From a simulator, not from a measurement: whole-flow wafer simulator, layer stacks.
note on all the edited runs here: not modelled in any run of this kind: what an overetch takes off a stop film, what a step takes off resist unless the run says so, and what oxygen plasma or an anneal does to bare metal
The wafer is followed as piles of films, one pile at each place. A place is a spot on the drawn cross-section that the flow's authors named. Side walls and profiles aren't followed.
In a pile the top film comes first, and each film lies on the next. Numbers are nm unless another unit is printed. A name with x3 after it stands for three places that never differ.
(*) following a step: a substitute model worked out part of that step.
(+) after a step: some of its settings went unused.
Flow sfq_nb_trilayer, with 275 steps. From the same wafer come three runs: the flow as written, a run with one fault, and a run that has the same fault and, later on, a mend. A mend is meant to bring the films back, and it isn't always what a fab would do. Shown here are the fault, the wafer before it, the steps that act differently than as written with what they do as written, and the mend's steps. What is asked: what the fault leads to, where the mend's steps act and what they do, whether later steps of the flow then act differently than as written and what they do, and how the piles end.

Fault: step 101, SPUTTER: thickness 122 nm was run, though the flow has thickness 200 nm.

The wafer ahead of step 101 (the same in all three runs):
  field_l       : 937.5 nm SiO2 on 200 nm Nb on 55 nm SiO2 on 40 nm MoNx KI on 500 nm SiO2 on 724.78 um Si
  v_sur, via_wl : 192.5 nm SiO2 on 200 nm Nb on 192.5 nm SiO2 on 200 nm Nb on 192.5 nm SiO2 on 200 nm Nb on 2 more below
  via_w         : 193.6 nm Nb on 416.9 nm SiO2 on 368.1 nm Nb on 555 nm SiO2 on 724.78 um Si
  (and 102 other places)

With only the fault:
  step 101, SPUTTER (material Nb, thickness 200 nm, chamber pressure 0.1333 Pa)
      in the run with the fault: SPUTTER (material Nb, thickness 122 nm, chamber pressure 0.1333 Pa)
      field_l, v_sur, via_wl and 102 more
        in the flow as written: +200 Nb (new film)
        in the run with the fault: +122 Nb (new film)
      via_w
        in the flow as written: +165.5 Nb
        in the run with the fault: +100.6 Nb
  Steps further on in the flow that do not act as written (4 more steps, not shown, differ only slightly: by at most 2% or 0.5 nm, whichever is larger):
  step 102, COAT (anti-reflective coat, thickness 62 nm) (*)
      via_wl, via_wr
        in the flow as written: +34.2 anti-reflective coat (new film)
        in the run with the fault: +32.6 anti-reflective coat (new film)
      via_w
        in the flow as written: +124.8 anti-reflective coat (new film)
        in the run with the fault: +120.9 anti-reflective coat (new film)
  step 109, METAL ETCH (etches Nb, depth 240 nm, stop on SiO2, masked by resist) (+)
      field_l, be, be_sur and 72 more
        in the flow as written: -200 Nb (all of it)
        in the run with the fault: -122 Nb (all of it)
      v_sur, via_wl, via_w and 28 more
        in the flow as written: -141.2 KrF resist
        in the run with the fault: -107.6 KrF resist
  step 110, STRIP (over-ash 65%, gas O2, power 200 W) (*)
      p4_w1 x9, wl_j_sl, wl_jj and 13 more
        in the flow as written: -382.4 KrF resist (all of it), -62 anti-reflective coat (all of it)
        in the run with the fault: -415.9 KrF resist (all of it), -62 anti-reflective coat (all of it)
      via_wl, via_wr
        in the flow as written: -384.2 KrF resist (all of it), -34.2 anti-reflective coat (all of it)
        in the run with the fault: -420.1 KrF resist (all of it), -32.6 anti-reflective coat (all of it)
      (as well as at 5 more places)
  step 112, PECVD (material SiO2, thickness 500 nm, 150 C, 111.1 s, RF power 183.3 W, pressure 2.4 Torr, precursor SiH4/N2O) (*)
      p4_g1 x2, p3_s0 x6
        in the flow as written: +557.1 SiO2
        in the run with the fault: +500 SiO2
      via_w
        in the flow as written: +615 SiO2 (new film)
        in the run with the fault: +593.4 SiO2 (new film)
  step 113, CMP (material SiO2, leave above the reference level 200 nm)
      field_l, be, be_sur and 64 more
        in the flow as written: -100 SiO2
        in the run with the fault: -178 SiO2
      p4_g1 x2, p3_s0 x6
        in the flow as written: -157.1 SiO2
        in the run with the fault: -178 SiO2
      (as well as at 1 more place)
  The piles end different from the flow's at field_l, v_sur, via_wl and 103 more by more than 2% or 0.5 nm, whichever is larger.
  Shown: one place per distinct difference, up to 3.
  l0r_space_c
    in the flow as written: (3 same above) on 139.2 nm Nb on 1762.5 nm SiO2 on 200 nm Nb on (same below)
    in the run with the fault: (3 same above) on 139.2 nm Nb on 1684.5 nm SiO2 on 200 nm Nb on (same below)
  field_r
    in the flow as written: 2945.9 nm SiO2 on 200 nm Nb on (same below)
    in the run with the fault: 2867.9 nm SiO2 on 200 nm Nb on (same below)
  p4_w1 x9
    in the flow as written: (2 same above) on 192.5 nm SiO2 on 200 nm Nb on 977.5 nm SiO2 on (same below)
    in the run with the fault: (2 same above) on 192.5 nm SiO2 on 122 nm Nb on 977.5 nm SiO2 on (same below)

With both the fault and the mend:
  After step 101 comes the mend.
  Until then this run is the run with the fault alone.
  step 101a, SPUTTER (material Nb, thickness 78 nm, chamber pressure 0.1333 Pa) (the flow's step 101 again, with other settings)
      field_l, v_sur, via_wl and 102 more
        +78 Nb
      via_w
        +62.6 Nb
  None of the later steps of the flow differs from how it acts as written, at any place that is followed, by more than 2% or 0.5 nm, whichever is larger.
  The piles end only slightly different from the flow's at the places that both follow, by no more than 2% or 0.5 nm, whichever is larger.
